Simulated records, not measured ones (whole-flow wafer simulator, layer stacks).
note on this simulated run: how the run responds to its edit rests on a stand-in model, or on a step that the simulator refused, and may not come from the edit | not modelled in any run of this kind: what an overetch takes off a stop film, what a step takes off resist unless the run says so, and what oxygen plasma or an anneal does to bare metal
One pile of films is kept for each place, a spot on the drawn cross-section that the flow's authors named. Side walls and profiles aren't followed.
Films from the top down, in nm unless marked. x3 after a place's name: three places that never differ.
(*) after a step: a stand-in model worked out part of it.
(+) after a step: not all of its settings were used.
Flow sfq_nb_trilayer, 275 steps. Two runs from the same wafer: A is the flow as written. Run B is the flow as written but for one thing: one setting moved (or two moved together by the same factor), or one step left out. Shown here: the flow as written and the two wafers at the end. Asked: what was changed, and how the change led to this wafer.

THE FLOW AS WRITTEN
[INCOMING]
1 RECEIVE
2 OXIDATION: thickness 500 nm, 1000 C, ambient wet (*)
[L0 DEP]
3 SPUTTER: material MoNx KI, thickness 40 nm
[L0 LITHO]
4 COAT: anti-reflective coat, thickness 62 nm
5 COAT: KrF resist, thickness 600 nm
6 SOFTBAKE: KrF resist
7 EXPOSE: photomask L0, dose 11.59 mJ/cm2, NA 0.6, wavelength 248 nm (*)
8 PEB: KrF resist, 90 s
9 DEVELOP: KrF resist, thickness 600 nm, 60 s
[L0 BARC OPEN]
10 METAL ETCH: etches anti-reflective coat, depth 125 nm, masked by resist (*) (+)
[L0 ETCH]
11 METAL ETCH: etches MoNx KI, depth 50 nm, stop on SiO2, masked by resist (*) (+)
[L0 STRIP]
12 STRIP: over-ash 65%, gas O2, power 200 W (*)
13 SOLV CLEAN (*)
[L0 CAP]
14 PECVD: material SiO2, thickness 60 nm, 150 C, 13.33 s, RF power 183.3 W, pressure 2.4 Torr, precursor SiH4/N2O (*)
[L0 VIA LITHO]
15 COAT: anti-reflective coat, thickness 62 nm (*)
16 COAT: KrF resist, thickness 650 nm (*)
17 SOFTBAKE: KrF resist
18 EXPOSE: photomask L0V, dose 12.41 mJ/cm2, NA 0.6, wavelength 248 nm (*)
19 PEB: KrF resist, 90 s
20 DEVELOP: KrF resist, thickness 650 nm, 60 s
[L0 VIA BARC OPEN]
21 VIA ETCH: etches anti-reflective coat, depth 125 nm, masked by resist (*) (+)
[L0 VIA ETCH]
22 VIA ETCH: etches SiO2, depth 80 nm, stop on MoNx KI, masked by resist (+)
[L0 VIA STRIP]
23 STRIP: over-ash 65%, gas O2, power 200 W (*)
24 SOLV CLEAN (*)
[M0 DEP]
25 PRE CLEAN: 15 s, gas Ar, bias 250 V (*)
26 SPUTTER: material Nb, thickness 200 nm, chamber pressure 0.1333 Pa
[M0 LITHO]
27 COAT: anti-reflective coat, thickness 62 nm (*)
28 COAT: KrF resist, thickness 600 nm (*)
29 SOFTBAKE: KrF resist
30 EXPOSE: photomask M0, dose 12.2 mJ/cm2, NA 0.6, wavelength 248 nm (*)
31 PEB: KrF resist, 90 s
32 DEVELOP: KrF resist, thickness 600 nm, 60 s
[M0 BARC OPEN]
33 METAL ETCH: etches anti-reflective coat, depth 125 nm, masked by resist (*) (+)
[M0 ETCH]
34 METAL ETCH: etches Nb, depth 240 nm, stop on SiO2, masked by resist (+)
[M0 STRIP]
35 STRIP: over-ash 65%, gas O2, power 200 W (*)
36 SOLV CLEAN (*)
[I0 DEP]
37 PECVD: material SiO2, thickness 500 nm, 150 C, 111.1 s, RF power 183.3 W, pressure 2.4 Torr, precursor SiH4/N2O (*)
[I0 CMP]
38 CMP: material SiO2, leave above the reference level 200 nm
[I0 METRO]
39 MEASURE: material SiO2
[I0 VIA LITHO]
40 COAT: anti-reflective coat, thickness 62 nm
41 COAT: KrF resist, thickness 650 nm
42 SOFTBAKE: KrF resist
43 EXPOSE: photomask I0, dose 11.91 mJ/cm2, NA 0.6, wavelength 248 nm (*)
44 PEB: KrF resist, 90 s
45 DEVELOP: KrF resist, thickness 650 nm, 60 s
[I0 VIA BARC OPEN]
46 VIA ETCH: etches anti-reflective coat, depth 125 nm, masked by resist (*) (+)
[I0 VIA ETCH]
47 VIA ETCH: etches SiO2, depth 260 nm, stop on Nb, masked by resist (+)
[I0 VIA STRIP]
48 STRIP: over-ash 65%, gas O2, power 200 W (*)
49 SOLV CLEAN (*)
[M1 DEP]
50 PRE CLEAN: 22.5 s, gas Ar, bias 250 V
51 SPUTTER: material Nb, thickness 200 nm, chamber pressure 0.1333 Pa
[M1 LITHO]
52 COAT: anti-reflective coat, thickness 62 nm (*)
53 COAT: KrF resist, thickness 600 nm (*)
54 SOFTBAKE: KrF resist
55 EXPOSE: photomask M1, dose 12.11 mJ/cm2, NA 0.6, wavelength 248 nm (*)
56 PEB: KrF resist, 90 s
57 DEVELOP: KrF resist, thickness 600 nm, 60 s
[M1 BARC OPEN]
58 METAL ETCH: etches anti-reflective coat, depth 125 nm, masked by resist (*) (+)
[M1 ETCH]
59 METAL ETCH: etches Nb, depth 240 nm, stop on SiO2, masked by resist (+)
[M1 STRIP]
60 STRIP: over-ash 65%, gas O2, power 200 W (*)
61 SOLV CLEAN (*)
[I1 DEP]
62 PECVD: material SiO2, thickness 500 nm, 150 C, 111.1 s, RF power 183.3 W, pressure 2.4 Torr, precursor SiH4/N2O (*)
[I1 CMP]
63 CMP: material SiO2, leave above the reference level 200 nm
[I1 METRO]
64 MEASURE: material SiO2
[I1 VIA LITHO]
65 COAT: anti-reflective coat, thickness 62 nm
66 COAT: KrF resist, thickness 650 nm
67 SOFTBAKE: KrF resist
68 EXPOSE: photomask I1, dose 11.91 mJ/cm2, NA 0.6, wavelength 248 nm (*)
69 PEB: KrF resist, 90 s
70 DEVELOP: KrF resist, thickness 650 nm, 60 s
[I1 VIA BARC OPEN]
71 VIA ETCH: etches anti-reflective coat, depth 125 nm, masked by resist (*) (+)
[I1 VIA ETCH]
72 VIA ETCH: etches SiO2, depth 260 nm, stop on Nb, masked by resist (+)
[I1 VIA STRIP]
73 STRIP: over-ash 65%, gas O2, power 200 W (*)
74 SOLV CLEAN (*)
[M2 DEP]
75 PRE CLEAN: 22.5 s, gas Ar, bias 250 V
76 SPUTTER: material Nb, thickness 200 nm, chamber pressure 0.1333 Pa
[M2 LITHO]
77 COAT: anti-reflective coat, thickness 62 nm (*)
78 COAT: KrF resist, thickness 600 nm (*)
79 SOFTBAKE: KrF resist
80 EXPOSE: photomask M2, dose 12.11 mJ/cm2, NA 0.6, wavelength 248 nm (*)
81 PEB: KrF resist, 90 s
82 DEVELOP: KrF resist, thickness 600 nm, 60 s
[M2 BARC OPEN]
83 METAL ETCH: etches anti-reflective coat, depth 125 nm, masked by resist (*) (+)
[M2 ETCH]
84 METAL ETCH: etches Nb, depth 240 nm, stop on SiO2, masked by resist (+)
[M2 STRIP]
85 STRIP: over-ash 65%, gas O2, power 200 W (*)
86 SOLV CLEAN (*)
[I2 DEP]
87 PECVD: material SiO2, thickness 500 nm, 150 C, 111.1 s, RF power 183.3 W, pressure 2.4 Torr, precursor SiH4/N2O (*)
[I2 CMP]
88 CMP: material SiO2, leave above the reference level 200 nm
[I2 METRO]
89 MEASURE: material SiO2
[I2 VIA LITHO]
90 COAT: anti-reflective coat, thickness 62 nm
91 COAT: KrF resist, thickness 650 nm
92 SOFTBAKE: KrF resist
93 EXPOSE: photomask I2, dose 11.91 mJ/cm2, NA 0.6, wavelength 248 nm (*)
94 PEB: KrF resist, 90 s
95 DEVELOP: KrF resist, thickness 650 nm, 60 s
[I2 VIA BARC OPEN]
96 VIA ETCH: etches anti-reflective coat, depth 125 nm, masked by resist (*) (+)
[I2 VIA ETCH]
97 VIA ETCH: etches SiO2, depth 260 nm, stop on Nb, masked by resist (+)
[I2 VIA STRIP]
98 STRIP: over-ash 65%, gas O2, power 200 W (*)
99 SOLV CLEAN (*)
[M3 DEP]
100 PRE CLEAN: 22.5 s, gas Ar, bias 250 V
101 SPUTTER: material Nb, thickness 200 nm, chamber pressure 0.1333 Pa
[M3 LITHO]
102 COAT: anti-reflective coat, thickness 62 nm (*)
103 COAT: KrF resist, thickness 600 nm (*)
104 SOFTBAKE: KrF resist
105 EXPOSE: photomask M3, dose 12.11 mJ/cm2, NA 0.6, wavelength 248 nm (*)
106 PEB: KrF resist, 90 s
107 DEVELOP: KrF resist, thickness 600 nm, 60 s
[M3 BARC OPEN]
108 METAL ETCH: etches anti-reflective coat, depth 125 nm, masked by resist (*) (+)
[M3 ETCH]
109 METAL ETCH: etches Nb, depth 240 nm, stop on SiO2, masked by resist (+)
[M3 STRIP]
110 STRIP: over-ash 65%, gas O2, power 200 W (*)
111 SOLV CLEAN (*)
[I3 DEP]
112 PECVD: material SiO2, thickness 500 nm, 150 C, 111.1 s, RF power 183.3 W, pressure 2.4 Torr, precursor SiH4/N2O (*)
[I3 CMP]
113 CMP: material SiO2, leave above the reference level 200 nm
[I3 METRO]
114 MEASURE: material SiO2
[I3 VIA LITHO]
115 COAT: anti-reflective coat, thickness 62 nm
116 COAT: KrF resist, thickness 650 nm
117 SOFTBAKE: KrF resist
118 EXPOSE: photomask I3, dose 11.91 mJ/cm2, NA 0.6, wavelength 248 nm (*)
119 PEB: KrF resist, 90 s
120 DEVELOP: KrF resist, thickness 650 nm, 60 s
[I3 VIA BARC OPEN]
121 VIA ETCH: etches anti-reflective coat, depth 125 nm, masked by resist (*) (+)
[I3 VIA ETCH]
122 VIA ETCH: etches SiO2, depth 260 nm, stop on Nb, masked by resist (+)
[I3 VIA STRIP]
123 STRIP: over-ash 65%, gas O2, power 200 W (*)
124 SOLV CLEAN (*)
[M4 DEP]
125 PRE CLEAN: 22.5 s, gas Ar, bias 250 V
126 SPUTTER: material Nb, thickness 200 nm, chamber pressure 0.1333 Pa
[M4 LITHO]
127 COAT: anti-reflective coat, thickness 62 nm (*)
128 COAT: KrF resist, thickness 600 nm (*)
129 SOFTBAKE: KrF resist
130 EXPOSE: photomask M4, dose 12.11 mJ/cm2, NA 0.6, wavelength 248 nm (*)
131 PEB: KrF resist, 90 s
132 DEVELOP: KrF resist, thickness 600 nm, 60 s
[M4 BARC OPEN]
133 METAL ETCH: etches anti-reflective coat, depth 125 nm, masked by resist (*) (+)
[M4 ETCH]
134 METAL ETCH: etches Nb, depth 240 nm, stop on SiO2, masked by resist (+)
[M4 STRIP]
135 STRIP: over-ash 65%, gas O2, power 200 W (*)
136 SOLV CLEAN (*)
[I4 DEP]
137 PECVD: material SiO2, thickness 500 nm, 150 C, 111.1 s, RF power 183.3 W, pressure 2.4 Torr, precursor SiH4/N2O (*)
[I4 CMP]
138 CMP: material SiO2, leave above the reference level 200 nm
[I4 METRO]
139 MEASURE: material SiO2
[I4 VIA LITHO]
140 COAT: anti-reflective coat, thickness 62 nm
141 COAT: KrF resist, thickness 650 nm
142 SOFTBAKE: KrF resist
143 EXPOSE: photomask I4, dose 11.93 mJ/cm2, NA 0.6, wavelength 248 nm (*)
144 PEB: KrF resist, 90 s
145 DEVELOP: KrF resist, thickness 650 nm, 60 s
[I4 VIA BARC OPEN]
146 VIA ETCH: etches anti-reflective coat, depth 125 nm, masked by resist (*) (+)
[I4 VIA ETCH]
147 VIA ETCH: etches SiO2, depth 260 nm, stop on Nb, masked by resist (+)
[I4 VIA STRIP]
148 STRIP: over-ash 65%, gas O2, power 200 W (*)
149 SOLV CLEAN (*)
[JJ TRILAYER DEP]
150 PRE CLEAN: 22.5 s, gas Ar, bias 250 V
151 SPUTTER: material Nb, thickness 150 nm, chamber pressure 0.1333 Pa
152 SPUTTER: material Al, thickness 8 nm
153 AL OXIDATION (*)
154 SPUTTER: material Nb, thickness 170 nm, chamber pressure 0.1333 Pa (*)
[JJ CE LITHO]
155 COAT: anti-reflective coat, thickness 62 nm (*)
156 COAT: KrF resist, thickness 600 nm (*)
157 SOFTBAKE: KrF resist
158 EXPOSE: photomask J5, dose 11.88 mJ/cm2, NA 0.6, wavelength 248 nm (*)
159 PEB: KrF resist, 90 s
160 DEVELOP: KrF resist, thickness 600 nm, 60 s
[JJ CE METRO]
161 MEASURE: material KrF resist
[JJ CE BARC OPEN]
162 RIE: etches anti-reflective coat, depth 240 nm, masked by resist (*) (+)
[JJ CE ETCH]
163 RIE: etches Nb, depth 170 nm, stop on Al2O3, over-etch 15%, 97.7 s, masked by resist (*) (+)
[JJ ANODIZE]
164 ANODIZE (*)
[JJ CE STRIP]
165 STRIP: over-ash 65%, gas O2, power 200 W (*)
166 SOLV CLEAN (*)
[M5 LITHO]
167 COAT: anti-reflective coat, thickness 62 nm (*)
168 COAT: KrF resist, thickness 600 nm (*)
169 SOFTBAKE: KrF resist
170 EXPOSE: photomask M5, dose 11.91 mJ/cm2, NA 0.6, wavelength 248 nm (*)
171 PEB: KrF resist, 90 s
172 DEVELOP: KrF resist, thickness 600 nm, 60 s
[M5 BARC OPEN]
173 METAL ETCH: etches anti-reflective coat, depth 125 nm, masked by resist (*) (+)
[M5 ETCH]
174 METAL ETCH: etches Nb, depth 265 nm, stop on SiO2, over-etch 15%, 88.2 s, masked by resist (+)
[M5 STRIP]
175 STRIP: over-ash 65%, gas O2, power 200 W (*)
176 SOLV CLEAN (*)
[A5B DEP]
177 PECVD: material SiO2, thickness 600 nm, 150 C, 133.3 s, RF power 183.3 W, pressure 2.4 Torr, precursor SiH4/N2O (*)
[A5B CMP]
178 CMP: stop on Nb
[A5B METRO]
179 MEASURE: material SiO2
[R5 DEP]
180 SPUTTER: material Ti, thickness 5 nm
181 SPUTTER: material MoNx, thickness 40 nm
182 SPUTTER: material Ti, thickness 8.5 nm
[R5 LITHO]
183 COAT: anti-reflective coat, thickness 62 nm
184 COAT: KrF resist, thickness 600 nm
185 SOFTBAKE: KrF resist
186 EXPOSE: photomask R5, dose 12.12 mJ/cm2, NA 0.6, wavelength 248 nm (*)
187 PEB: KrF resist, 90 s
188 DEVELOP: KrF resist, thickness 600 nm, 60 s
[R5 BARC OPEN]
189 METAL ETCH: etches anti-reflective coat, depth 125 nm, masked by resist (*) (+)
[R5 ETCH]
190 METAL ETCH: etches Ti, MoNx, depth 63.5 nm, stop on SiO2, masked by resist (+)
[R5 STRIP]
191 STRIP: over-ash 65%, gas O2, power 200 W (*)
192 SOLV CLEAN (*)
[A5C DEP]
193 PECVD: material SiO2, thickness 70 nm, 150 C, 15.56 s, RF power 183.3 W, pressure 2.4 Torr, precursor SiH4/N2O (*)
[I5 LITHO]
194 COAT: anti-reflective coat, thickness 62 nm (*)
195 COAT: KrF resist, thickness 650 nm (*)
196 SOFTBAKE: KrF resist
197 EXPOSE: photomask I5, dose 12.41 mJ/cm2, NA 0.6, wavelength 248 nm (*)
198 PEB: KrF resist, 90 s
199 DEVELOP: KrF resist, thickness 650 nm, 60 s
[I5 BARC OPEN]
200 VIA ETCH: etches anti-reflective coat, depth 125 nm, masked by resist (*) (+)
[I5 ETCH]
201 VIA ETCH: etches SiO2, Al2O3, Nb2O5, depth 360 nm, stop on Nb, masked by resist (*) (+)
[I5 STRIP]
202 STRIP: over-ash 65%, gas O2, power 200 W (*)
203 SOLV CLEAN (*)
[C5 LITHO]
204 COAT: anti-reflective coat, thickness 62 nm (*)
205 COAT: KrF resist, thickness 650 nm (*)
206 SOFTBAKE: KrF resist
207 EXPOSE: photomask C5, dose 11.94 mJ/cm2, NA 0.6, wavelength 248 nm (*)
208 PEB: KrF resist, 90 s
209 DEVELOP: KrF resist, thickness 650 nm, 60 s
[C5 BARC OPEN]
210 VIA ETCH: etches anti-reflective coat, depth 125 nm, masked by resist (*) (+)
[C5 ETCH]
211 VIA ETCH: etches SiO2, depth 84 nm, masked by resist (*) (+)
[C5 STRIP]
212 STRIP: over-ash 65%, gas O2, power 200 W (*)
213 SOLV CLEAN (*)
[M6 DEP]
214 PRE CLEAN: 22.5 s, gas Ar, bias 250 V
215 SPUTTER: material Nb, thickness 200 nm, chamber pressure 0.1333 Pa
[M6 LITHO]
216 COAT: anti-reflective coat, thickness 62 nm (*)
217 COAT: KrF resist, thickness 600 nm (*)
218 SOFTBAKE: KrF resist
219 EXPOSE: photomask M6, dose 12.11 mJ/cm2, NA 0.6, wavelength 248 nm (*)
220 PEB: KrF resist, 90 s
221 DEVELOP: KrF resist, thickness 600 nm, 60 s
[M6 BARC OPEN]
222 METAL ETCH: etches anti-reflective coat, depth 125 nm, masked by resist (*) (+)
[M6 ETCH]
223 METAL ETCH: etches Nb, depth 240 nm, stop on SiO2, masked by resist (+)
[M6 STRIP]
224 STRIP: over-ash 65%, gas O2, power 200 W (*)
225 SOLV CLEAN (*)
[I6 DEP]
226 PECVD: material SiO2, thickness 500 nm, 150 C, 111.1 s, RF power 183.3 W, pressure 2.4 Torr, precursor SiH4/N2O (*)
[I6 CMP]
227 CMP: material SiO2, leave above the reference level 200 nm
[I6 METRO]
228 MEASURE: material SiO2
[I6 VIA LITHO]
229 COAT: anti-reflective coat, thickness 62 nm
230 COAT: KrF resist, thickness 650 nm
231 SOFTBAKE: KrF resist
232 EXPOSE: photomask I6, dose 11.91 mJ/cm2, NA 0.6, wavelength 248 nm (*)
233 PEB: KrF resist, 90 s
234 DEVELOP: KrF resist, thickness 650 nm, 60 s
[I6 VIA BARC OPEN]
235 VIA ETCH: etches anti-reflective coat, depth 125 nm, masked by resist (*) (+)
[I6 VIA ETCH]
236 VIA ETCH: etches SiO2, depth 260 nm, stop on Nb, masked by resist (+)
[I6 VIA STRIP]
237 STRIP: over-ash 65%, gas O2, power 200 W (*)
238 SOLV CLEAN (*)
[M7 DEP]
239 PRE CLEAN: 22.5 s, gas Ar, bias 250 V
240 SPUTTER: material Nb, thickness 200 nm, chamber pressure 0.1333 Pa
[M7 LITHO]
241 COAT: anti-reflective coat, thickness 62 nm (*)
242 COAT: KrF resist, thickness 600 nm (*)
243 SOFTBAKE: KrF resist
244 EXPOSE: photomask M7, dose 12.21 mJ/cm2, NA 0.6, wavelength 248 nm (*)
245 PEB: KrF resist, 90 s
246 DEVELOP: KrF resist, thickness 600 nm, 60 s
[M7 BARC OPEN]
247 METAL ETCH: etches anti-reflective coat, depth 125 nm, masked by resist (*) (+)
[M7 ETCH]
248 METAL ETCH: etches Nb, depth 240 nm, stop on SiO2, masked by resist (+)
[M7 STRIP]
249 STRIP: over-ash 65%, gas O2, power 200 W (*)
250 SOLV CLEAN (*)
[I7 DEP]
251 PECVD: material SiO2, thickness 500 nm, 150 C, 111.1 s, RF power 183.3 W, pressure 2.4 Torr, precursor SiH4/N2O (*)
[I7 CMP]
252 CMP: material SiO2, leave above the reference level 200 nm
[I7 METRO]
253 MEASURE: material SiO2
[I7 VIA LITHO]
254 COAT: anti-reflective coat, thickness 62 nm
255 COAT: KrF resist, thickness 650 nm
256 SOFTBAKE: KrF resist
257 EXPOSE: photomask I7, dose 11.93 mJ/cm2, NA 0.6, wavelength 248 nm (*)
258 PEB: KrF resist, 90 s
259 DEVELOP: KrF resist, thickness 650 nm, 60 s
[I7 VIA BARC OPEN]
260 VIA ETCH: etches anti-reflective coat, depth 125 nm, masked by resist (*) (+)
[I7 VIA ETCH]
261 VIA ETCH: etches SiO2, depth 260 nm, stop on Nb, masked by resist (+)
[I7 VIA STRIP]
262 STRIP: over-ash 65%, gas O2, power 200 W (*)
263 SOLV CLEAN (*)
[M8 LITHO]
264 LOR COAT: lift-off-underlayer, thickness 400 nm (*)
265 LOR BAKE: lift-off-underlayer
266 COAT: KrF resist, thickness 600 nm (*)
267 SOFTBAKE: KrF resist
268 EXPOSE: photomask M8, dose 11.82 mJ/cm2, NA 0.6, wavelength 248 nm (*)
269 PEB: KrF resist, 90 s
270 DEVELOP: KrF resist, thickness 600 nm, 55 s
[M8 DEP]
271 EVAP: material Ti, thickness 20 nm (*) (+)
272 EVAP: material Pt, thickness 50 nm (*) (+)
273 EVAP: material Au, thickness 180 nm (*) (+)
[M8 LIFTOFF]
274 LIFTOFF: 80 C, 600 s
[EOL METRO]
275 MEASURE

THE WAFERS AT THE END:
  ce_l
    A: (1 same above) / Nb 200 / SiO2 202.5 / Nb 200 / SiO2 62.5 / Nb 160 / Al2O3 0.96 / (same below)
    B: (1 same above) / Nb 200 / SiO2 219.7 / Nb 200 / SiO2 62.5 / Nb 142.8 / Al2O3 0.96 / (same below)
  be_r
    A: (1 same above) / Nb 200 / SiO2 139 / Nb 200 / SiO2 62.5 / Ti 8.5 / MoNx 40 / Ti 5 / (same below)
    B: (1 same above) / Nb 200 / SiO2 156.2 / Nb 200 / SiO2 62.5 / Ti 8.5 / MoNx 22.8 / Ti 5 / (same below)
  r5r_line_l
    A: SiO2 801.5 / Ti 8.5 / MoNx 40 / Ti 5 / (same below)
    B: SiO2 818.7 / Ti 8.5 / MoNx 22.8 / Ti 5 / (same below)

The cause: step 181, SPUTTER: thickness 22.8 nm was run, where the flow has thickness 40 nm.
It can be read off the wafer: be_r has MoNx 22.8, and step 181 as written asks for 40 nm.

How the change led to this, step by step:
  181 SPUTTER: material MoNx, thickness 40 nm
      field_l, v_sur, via_wl and 103 more: A MoNx +40 (new film) | B MoNx +22.8 (new film)
  190 METAL ETCH: etches Ti, MoNx, depth 63.5 nm, stop on SiO2, masked by resist (+)
      field_l, v_sur, via_wl and 92 more: A Ti -8.5 (all of it), MoNx -40 (all of it), Ti -5 (all of it) | B Ti -8.5 (all of it), MoNx -22.8 (all of it), Ti -5 (all of it)
      ce_l, c5j, ce_r, wl_jj: A Ti -8.5 (all of it), MoNx -40 (all of it), Ti -5 (all of it), Nb -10 | B Ti -8.5 (all of it), MoNx -22.8 (all of it), Ti -5 (all of it), Nb -27.2
  194 COAT: anti-reflective coat, thickness 62 nm (*)
      wl_j_sl, wl_j_sr: A anti-reflective coat +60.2 (new film) | B anti-reflective coat +57.4 (new film)
      r5r_spacepad_l, r5r_spacepad_r: A anti-reflective coat +84.4 (new film) | B anti-reflective coat +77 (new film)
      (and at 15 more places)
  202 STRIP: over-ash 65%, gas O2, power 200 W (*)
      wl_j_sl, wl_j_sr: A KrF resist -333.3 (all of it), anti-reflective coat -60.2 (all of it) | B KrF resist -333.4 (all of it), anti-reflective coat -57.4 (all of it)
      r5r_spacepad_l, r5r_spacepad_r: A KrF resist -335.6 (all of it), anti-reflective coat -84.4 (all of it) | B KrF resist -335 (all of it), anti-reflective coat -77 (all of it)
      (and at 15 more places)
  204 COAT: anti-reflective coat, thickness 62 nm (*)
      wl_j_sl, wl_j_sr: A anti-reflective coat +60.2 (new film) | B anti-reflective coat +57.4 (new film)
      r5r_spacepad_l, r5r_spacepad_r: A anti-reflective coat +84.4 (new film) | B anti-reflective coat +77 (new film)
      (and at 15 more places)
  210 VIA ETCH: etches anti-reflective coat, depth 125 nm, masked by resist (*) (+)
      field_l, v_sur, via_wl and 101 more: A KrF resist -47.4 | B KrF resist -48.5
      c5j: A anti-reflective coat -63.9 (all of it), SiO2 -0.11 | B anti-reflective coat -68.6 (all of it), SiO2 -0.09
      (and at 1 more place)
  212 STRIP: over-ash 65%, gas O2, power 200 W (*)
      wl_j_sl, wl_j_sr: A KrF resist -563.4 (all of it), anti-reflective coat -60.2 (all of it) | B KrF resist -562.2 (all of it), anti-reflective coat -57.4 (all of it)
      r5r_spacepad_l, r5r_spacepad_r: A KrF resist -565.8 (all of it), anti-reflective coat -84.4 (all of it) | B KrF resist -563.8 (all of it), anti-reflective coat -77 (all of it)
      (and at 13 more places)
  216 COAT: anti-reflective coat, thickness 62 nm (*)
      r5r_line_l, r5r_line_c, r5r_line_r: A anti-reflective coat +50 (new film) | B anti-reflective coat +53 (new film)
      wl_j_sl, wl_j_sr: A anti-reflective coat +60.2 (new film) | B anti-reflective coat +57.5 (new film)
      (and at 12 more places)
  222 METAL ETCH: etches anti-reflective coat, depth 125 nm, masked by resist (*) (+)
      r5r_line_l, r5r_line_c, r5r_line_r: A anti-reflective coat -50 (all of it) | B anti-reflective coat -53 (all of it)
      r5r_spacepad_l, r5r_spacepad_r: A anti-reflective coat -85.7 (all of it) | B anti-reflective coat -77.5 (all of it)
      (and at 2 more places)
  224 STRIP: over-ash 65%, gas O2, power 200 W (*)
      wl_j_sl, wl_j_sr: A KrF resist -382.5 (all of it), anti-reflective coat -60.2 (all of it) | B KrF resist -382.4 (all of it), anti-reflective coat -57.5 (all of it)
      jj_sur: A KrF resist -378.5 (all of it), anti-reflective coat -56.1 (all of it) | B KrF resist -377.5 (all of it), anti-reflective coat -53 (all of it)
      (and at 7 more places)
  226 PECVD: material SiO2, thickness 500 nm, 150 C, 111.1 s, RF power 183.3 W, pressure 2.4 Torr, precursor SiH4/N2O (*)
      r5r_spacepad_l, r5r_spacepad_r: A SiO2 +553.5 | B SiO2 +533.8
  227 CMP: material SiO2, leave above the reference level 200 nm
      ce_l, ce_r, wl_jj: A SiO2 -290 | B SiO2 -272.8
      be_r, r_sur, r_end: A SiO2 -353.5 | B SiO2 -336.3
      (and at 7 more places)
